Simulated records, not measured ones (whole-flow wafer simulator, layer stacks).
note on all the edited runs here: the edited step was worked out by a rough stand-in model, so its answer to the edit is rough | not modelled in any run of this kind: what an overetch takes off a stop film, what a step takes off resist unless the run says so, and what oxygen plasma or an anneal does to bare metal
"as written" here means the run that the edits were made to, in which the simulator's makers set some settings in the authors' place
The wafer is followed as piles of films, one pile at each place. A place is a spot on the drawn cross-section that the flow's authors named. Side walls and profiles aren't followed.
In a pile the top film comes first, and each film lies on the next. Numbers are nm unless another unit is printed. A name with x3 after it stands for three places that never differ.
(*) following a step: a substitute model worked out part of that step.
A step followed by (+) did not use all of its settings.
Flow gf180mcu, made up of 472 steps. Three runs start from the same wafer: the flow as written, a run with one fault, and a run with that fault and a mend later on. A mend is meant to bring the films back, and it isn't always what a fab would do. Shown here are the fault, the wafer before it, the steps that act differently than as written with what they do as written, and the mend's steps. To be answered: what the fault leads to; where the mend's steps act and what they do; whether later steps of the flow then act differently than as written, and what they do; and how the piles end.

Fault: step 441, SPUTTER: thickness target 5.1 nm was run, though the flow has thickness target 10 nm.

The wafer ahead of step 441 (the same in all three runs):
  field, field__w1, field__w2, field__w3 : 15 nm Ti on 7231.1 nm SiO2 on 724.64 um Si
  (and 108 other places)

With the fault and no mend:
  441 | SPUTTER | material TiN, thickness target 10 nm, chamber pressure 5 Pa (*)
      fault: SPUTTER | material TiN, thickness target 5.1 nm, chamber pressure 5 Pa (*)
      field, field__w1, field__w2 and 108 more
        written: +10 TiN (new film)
        fault: +5.1 TiN (new film)
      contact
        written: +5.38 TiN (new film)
        fault: +2.75 TiN (new film)
  Steps later in the flow that act otherwise than as written (not shown: 1 more step that differs only slightly, by at most 2% or 0.5 nm, whichever is larger):
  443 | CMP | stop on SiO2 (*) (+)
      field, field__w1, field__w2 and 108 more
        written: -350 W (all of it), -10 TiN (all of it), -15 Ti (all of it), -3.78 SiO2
        fault: -350 W (all of it), -5.1 TiN (all of it), -15 Ti (all of it), -3.73 SiO2
  At contact, the piles at the end differ from the flow's by more than 2% or 0.5 nm, whichever is larger.
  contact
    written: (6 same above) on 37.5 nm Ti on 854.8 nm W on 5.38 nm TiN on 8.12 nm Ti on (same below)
    fault: (6 same above) on 37.5 nm Ti on 857.5 nm W on 2.75 nm TiN on 8.12 nm Ti on (same below)

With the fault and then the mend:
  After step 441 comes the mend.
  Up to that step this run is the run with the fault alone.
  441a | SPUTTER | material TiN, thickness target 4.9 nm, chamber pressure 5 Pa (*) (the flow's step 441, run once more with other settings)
      field, field__w1, field__w2 and 108 more
        +4.9 TiN
      contact
        +2.63 TiN
  Later steps of the flow that are run all act as written at every place that is followed.
  The piles end the same as the flow's at every place that both follow.
